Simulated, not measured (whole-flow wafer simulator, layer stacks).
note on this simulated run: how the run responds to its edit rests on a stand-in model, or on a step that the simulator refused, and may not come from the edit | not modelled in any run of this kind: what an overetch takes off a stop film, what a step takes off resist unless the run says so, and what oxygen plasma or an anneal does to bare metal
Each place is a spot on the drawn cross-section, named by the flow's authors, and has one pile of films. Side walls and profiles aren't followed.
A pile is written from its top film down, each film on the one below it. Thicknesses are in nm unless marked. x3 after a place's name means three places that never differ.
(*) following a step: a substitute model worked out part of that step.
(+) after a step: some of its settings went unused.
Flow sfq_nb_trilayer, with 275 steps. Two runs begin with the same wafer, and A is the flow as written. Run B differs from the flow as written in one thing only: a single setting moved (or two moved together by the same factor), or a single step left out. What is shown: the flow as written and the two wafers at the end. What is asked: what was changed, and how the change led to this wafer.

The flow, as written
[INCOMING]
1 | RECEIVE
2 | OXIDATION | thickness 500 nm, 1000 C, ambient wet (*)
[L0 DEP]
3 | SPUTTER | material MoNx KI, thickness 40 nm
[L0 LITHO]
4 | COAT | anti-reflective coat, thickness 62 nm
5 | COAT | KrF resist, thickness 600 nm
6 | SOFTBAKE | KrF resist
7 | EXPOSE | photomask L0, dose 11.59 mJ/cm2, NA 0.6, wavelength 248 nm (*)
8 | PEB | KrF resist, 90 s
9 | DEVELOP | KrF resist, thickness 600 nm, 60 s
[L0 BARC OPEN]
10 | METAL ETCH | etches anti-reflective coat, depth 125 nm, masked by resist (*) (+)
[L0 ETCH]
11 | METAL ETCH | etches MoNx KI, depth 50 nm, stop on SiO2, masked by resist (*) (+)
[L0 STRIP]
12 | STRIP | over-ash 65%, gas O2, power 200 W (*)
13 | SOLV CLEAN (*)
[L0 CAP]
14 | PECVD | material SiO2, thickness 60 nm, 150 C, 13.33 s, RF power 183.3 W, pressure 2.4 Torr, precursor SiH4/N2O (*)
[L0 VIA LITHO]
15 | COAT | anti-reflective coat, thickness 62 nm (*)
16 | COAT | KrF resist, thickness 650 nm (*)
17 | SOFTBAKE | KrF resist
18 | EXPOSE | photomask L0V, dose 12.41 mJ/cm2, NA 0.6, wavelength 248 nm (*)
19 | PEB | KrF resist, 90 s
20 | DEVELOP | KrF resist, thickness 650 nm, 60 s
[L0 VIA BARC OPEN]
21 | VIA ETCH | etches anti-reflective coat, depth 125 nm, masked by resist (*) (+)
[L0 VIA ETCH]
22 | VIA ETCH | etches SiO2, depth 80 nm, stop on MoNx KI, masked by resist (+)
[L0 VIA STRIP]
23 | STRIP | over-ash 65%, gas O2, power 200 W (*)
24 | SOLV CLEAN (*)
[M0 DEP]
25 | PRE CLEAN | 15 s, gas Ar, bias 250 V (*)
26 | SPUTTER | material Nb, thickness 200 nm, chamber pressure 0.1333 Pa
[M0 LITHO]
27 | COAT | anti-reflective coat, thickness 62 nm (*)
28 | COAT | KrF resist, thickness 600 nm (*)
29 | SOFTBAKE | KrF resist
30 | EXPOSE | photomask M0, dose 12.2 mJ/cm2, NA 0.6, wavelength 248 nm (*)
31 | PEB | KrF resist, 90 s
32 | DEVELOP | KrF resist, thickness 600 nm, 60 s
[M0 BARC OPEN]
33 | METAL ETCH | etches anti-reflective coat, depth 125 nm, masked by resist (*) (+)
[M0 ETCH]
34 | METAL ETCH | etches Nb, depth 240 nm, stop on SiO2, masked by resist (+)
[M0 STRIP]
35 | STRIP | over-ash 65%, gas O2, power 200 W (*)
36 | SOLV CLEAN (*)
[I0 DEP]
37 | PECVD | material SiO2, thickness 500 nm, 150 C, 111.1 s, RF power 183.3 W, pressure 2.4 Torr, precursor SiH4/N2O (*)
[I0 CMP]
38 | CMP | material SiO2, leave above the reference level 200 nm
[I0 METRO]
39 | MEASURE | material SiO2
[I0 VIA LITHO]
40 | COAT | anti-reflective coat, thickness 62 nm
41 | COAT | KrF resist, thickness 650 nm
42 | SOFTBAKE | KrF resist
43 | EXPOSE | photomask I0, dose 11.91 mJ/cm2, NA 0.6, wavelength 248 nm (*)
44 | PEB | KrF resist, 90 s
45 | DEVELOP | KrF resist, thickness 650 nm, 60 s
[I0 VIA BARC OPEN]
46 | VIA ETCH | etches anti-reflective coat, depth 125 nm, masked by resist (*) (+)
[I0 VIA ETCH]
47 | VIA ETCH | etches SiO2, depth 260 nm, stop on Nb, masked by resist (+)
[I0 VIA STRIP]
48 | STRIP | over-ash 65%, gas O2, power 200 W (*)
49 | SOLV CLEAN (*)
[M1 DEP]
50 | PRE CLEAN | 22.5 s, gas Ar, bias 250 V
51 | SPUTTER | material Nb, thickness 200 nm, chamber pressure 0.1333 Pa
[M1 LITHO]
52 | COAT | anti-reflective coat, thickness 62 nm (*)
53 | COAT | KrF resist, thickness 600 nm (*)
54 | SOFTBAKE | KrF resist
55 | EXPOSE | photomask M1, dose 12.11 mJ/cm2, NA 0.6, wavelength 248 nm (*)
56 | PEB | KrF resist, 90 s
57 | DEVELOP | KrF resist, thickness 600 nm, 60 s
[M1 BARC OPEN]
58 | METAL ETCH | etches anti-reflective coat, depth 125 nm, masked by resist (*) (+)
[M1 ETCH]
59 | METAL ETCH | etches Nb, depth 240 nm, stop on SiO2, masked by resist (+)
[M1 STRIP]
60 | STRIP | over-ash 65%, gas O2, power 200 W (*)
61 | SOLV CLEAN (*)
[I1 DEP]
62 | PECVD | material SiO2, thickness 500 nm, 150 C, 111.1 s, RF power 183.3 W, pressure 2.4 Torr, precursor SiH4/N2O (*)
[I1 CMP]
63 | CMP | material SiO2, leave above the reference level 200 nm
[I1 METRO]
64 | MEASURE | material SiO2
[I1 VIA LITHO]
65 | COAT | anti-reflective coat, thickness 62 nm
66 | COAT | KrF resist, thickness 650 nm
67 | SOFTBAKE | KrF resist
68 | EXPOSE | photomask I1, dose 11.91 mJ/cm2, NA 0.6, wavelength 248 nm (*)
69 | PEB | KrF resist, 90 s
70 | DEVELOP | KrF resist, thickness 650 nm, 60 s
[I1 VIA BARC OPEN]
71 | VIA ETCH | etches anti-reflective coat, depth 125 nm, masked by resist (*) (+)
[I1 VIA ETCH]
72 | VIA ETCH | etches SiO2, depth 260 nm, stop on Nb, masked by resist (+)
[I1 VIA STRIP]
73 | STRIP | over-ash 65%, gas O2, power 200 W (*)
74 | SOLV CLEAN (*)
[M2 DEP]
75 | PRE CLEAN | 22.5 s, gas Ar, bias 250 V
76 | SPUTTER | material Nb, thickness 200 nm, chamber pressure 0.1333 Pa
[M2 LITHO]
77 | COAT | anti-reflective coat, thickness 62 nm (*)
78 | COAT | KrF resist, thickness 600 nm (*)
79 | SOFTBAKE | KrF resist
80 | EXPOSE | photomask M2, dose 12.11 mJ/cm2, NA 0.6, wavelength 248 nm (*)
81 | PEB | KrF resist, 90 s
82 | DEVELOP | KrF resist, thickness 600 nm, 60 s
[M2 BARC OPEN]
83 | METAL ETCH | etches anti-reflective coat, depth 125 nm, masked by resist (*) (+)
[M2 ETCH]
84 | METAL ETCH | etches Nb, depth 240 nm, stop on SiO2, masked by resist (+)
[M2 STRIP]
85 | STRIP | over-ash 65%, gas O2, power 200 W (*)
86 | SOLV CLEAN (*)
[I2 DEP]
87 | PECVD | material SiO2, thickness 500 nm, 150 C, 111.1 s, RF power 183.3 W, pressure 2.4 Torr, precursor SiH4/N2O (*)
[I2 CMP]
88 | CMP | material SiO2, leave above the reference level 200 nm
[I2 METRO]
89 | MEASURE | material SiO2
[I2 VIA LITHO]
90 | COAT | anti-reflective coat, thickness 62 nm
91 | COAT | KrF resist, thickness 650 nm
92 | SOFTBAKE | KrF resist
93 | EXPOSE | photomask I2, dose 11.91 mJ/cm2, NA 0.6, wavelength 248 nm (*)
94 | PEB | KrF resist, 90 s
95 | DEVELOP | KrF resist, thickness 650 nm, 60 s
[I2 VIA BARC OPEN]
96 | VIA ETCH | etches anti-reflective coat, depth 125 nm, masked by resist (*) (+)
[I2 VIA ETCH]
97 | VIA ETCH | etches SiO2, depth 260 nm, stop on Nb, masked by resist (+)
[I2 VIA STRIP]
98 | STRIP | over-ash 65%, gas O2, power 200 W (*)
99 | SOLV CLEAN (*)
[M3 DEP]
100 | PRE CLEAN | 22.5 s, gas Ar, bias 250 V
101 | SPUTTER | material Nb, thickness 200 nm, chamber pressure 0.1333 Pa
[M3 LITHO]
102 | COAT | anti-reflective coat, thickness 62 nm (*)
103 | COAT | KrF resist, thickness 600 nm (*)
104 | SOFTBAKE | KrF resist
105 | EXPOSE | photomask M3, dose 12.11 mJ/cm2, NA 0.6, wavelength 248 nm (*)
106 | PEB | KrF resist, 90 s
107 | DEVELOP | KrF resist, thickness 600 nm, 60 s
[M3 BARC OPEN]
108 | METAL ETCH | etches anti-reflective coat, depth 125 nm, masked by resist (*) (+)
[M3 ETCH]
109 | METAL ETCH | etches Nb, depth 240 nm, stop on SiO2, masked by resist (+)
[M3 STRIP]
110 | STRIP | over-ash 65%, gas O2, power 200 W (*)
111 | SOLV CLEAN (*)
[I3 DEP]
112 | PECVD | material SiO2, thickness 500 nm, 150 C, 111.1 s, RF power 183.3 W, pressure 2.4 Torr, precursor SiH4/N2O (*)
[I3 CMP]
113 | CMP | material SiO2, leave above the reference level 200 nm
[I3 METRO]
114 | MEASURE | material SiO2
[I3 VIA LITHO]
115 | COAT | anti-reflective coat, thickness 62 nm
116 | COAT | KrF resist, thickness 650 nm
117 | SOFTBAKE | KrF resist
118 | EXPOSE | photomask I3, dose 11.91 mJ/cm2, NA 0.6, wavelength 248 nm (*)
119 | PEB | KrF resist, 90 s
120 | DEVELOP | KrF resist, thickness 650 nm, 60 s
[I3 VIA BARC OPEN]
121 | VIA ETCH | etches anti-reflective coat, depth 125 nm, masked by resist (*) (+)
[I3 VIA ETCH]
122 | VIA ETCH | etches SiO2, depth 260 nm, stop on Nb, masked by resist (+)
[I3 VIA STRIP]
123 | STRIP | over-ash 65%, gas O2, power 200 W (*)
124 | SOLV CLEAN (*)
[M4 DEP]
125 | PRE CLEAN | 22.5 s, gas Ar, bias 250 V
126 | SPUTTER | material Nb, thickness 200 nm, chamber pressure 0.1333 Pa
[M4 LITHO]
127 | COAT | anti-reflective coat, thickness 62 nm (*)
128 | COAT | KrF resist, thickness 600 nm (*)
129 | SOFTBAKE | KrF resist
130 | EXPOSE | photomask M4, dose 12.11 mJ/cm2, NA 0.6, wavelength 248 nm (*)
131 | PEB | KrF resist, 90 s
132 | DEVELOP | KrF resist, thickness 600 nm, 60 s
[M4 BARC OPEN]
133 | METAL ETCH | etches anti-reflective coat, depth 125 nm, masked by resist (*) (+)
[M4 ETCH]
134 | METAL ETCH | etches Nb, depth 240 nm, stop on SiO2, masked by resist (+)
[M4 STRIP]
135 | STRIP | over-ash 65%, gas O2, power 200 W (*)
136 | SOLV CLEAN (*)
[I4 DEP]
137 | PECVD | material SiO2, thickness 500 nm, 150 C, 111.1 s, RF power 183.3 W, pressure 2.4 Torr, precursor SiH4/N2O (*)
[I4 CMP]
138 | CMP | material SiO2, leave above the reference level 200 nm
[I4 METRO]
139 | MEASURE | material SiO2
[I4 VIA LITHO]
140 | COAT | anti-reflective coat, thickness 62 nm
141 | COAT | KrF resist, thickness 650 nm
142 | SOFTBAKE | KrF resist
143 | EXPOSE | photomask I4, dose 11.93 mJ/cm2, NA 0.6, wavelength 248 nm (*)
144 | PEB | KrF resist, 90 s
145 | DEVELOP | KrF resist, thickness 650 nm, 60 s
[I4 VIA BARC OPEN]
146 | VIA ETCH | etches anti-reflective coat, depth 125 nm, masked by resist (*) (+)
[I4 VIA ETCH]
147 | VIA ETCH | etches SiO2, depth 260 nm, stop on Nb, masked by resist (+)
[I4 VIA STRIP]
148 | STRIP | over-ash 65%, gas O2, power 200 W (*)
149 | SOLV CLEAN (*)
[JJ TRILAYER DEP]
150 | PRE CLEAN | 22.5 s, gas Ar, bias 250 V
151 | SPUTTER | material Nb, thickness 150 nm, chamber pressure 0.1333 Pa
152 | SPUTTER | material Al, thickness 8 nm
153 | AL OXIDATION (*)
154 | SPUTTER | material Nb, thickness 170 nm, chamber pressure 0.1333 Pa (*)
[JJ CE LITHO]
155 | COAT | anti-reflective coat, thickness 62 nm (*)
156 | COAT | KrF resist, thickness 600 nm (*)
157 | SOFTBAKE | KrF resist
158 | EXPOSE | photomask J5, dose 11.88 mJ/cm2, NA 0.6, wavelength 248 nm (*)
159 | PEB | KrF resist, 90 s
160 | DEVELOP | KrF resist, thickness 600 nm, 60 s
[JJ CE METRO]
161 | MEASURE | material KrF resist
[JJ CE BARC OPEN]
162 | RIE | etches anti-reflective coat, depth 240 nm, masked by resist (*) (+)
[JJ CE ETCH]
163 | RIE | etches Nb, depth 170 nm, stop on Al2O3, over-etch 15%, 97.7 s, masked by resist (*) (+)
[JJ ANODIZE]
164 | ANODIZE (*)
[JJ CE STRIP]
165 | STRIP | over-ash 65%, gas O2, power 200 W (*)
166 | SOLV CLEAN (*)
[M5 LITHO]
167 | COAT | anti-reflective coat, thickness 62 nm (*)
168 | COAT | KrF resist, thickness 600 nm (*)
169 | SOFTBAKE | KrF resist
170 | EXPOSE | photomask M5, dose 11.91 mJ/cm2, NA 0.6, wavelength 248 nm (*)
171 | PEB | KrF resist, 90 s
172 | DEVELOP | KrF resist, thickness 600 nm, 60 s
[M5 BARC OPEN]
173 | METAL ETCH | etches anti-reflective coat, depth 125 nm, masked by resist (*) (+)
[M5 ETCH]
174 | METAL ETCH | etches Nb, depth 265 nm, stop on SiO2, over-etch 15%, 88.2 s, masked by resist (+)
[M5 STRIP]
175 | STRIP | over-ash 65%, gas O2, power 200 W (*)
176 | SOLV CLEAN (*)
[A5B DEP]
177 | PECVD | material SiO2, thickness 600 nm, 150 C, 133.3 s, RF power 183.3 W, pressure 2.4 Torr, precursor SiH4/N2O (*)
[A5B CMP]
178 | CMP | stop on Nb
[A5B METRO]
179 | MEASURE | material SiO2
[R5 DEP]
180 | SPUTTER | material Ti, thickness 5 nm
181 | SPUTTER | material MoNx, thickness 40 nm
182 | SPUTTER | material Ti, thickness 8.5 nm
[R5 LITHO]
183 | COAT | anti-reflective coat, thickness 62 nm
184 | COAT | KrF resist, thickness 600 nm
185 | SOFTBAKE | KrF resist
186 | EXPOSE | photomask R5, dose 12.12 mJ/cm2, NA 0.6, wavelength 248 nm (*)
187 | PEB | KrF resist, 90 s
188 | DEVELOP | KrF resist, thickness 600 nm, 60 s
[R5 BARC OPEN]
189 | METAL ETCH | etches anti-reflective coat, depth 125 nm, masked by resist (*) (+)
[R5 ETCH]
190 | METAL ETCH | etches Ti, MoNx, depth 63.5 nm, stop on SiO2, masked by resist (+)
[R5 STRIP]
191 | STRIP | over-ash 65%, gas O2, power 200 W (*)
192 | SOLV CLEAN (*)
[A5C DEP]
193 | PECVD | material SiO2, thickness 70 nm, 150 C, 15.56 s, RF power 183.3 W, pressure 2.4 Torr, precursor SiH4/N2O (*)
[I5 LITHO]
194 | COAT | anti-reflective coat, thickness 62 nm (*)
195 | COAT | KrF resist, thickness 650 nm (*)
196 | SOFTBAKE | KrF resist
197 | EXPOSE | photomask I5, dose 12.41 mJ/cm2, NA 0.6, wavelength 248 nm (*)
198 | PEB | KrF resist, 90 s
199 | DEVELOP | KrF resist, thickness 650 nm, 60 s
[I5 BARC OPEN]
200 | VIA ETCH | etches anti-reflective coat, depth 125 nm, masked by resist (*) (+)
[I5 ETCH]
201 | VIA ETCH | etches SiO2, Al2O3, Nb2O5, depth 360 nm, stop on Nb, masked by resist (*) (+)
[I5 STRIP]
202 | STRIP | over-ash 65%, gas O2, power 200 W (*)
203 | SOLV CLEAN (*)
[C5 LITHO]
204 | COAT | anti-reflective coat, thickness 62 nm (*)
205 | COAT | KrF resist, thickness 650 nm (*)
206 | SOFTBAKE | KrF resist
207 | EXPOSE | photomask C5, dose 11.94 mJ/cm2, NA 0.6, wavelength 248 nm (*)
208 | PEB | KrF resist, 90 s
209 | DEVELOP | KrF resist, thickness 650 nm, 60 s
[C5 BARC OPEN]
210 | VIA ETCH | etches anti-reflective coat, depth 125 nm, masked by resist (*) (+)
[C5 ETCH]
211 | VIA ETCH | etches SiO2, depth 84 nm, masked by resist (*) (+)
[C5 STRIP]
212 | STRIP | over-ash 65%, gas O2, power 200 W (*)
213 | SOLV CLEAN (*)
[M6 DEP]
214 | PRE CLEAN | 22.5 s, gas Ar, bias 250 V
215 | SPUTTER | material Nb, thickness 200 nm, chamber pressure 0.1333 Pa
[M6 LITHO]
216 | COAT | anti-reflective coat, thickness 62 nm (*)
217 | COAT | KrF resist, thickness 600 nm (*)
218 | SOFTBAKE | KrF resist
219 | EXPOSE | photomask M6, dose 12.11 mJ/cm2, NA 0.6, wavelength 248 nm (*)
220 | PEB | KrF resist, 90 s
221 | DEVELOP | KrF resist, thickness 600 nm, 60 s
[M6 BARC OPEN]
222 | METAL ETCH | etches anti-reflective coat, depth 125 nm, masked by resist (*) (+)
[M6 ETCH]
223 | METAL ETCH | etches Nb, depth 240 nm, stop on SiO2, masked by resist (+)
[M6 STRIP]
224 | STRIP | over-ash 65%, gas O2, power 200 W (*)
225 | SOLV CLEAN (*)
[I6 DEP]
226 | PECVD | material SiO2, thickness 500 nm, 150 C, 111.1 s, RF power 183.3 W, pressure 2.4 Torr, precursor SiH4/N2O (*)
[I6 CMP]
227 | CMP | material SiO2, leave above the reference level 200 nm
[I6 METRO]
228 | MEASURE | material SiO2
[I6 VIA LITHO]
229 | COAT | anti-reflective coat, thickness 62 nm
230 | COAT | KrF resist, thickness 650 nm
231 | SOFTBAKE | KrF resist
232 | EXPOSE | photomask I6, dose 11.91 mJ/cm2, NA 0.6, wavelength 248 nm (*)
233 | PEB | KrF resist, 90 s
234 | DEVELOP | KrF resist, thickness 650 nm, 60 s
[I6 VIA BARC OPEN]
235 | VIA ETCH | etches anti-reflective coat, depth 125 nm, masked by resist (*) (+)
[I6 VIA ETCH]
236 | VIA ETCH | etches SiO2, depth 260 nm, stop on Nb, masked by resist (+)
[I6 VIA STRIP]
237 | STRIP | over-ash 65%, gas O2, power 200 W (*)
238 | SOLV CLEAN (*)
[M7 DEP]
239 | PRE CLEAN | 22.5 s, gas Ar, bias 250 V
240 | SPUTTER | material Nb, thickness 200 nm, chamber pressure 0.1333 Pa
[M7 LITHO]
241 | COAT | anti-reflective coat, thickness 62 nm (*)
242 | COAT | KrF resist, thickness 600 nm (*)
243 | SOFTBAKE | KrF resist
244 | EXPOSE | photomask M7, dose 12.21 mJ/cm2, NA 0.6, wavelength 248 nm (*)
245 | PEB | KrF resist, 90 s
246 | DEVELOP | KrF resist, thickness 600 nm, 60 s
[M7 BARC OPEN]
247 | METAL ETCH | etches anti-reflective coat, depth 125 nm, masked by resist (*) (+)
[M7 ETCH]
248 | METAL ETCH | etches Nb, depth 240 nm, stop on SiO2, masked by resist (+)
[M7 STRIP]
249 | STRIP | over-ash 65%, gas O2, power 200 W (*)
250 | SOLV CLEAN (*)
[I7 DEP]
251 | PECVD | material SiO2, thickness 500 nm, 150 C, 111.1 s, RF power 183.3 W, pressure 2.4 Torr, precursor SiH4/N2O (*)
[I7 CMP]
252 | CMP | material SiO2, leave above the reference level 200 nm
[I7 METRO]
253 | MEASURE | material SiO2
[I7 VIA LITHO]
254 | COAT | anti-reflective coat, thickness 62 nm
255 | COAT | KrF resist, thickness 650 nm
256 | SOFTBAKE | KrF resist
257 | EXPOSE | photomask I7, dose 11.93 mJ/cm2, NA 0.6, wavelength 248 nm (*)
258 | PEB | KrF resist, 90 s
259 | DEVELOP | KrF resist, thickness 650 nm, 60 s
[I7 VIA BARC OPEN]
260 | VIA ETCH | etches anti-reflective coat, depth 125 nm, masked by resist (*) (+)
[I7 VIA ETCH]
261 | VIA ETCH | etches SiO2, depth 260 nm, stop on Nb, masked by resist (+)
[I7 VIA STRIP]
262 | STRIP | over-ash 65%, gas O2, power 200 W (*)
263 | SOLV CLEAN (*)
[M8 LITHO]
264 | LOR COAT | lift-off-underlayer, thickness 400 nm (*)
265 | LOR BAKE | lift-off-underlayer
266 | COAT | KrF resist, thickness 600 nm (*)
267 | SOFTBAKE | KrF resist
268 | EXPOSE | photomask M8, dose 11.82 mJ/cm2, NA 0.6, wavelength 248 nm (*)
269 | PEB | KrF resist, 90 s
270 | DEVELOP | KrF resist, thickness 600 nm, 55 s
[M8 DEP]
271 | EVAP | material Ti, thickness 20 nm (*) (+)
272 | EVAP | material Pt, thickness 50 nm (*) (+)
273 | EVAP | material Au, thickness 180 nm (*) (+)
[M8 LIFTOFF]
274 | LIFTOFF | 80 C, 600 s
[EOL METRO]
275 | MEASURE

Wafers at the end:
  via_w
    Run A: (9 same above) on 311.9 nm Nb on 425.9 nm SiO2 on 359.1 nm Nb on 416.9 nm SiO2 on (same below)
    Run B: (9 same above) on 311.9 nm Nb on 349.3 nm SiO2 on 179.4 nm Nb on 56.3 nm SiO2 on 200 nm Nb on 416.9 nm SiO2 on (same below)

What caused this: step 97, VIA ETCH: depth 136 nm was run, while the flow as written has depth 260 nm.

The path from the change to this, step by step:
  97 | VIA ETCH | etches SiO2, depth 260 nm, stop on Nb, masked by resist (+)
      via_w: A SiO2 loses 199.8 (all of it) | B SiO2 loses 136
      field_l, v_sur, via_wl and 102 more: A KrF resist loses 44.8 | B KrF resist loses 23.4
  98 | STRIP | over-ash 65%, gas O2, power 200 W (*)
      field_l, v_sur, via_wl and 102 more: A KrF resist loses 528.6 (all of it), anti-reflective coat loses 62 (all of it) | B KrF resist loses 550 (all of it), anti-reflective coat loses 62 (all of it)
  100 | PRE CLEAN | 22.5 s, gas Ar, bias 250 V
      via_w: A Nb loses 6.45 | B SiO2 loses 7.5
  101 | SPUTTER | material Nb, thickness 200 nm, chamber pressure 0.1333 Pa
      via_w: A Nb gains 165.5 | B Nb gains 179.4 (new film)
  102 | COAT | anti-reflective coat, thickness 62 nm (*)
      via_wl, via_wr: A anti-reflective coat gains 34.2 (new film) | B anti-reflective coat gains 35.5 (new film)
      via_w: A anti-reflective coat gains 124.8 (new film) | B anti-reflective coat gains 110.1 (new film)
  103 | COAT | KrF resist, thickness 600 nm (*)
      via_w: A KrF resist gains 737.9 (new film) | B KrF resist gains 686 (new film)
  110 | STRIP | over-ash 65%, gas O2, power 200 W (*)
      via_wl, via_wr: A KrF resist loses 384.2 (all of it), anti-reflective coat loses 34.2 (all of it) | B KrF resist loses 390.6 (all of it), anti-reflective coat loses 35.5 (all of it)
      via_w: A KrF resist loses 520 (all of it), anti-reflective coat loses 124.8 (all of it) | B KrF resist loses 468.2 (all of it), anti-reflective coat loses 110.1 (all of it)
  112 | PECVD | material SiO2, thickness 500 nm, 150 C, 111.1 s, RF power 183.3 W, pressure 2.4 Torr, precursor SiH4/N2O (*)
      via_w: A SiO2 gains 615 (new film) | B SiO2 gains 513.9 (new film)
  113 | CMP | material SiO2, leave above the reference level 200 nm
      via_w: A SiO2 loses 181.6 | B SiO2 loses 157.1
With metal films that touch counted as one body, via_w has 6 bodies (between them, from the top down: SiO2 192.5; SiO2 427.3 / Al2O3 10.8 / Nb2O5 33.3; SiO2 349.3; SiO2 56.3; SiO2 416.9); the flow as written gives 5 bodies (between them, from the top down: SiO2 192.5; SiO2 427.3 / Al2O3 10.8 / Nb2O5 33.3; SiO2 425.9; SiO2 416.9).
